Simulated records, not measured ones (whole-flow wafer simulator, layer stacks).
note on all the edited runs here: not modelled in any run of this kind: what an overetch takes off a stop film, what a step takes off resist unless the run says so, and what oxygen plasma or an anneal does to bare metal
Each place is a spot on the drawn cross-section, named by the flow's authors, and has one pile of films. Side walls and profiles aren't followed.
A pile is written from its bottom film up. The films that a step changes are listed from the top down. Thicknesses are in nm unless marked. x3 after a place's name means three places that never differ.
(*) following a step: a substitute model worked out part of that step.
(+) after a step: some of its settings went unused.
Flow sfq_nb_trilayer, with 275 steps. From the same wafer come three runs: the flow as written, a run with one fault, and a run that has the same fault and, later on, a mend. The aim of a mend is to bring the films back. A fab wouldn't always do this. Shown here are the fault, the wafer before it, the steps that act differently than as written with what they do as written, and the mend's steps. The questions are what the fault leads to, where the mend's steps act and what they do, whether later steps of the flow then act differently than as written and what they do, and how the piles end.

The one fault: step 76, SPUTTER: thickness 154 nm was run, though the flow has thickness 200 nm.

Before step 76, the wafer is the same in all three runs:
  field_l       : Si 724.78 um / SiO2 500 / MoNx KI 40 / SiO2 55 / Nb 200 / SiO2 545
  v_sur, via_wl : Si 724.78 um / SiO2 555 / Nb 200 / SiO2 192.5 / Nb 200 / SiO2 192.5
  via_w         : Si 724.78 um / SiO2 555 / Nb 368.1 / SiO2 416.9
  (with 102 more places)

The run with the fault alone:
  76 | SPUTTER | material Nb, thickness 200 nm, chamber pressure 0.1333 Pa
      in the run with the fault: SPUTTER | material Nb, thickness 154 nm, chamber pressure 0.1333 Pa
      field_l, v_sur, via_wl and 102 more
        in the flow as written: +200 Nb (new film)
        in the run with the fault: +154 Nb (new film)
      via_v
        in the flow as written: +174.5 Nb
        in the run with the fault: +135 Nb
  Later steps of the flow acting differently than as written (not shown: 9 more steps that differ only slightly, by at most 2% or 0.5 nm, whichever is larger):
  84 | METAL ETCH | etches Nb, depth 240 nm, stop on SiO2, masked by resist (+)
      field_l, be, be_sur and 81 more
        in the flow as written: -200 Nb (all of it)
        in the run with the fault: -154 Nb (all of it)
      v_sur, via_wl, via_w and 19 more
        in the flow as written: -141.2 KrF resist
        in the run with the fault: -135.9 KrF resist
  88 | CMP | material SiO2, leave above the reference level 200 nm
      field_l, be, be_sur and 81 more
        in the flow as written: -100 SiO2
        in the run with the fault: -146 SiO2
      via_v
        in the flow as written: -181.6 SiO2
        in the run with the fault: -176.6 SiO2
  At v_sur, via_wl, via_w and 78 more, the piles at the end differ from the flow's by more than 2% or 0.5 nm, whichever is larger.
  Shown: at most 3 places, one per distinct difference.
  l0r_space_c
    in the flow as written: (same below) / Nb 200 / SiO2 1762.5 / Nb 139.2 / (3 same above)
    in the run with the fault: (same below) / Nb 200 / SiO2 1716.5 / Nb 139.2 / (3 same above)
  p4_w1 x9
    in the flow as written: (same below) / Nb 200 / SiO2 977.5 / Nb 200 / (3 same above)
    in the run with the fault: (same below) / Nb 200 / SiO2 931.5 / Nb 200 / (3 same above)
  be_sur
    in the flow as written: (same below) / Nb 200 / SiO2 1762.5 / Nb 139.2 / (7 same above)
    in the run with the fault: (same below) / Nb 200 / SiO2 1716.5 / Nb 139.2 / (7 same above)

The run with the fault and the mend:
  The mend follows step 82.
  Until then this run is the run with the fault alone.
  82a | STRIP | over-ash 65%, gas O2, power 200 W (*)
      p4_fl x3, p4_w1 x9, p4_g1 x2 and 48 more
        -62 anti-reflective coat (all of it)
      wl_j_sl, wl_jj, wl_j_sr and 12 more
        -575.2 KrF resist (all of it), -62 anti-reflective coat (all of it)
      moat, field_r, lsp_l and 6 more
        -61.8 anti-reflective coat (all of it)
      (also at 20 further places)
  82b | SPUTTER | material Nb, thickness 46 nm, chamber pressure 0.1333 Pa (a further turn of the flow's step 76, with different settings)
      field_l, v_sur, via_wl and 102 more
        +46 Nb
      via_v
        +36.2 Nb
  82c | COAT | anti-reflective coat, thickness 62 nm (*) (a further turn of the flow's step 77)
      p4_fl x3, p4_w1 x9, p4_g1 x2 and 63 more
        +62 anti-reflective coat (new film)
      moat, field_r, lsp_l and 6 more
        +61.8 anti-reflective coat (new film)
      be_r, r_sur, res, r_end
        +61.7 anti-reflective coat (new film)
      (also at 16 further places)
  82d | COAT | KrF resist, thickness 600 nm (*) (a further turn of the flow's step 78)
      p4_fl x3, p4_w1 x9, p4_g1 x2 and 63 more
        +600 KrF resist (new film)
      field_r, lsp_l, ln_m5, l0v
        +599.5 KrF resist (new film)
      lsp_m, ln_m6, lsp_r, l0_sur
        +599.6 KrF resist (new film)
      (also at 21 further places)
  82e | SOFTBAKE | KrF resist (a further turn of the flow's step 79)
      alters no film at any place that is followed
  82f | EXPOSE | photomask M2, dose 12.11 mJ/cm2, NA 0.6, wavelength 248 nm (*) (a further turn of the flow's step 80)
      alters no film at any place that is followed
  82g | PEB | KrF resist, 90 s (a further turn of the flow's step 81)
      field_l, v_sur, via_wl and 97 more
        -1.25 KrF resist
      via_w, via_wr, via_sp, wire, be
        -1.24 KrF resist
      via_v
        -1.59 KrF resist
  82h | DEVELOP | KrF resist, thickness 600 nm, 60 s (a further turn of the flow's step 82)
      p4_fl x3, p4_w1 x9, p4_g1 x2 and 48 more
        -598.7 KrF resist (all of it)
      v_sur, via_wl, via_w and 19 more
        -23.5 KrF resist
      lsp_l, ln_m5, lsp_m, ln_m6, lsp_r, l0_sur, l0v
        -598.3 KrF resist (all of it)
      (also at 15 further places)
  None of the later steps of the flow differs from how it acts as written, at any place that is followed, by more than 2% or 0.5 nm, whichever is larger.
  When the end is reached, the piles differ only a little from the flow's at the places that both follow, at most by 2% or 0.5 nm, whichever is larger.
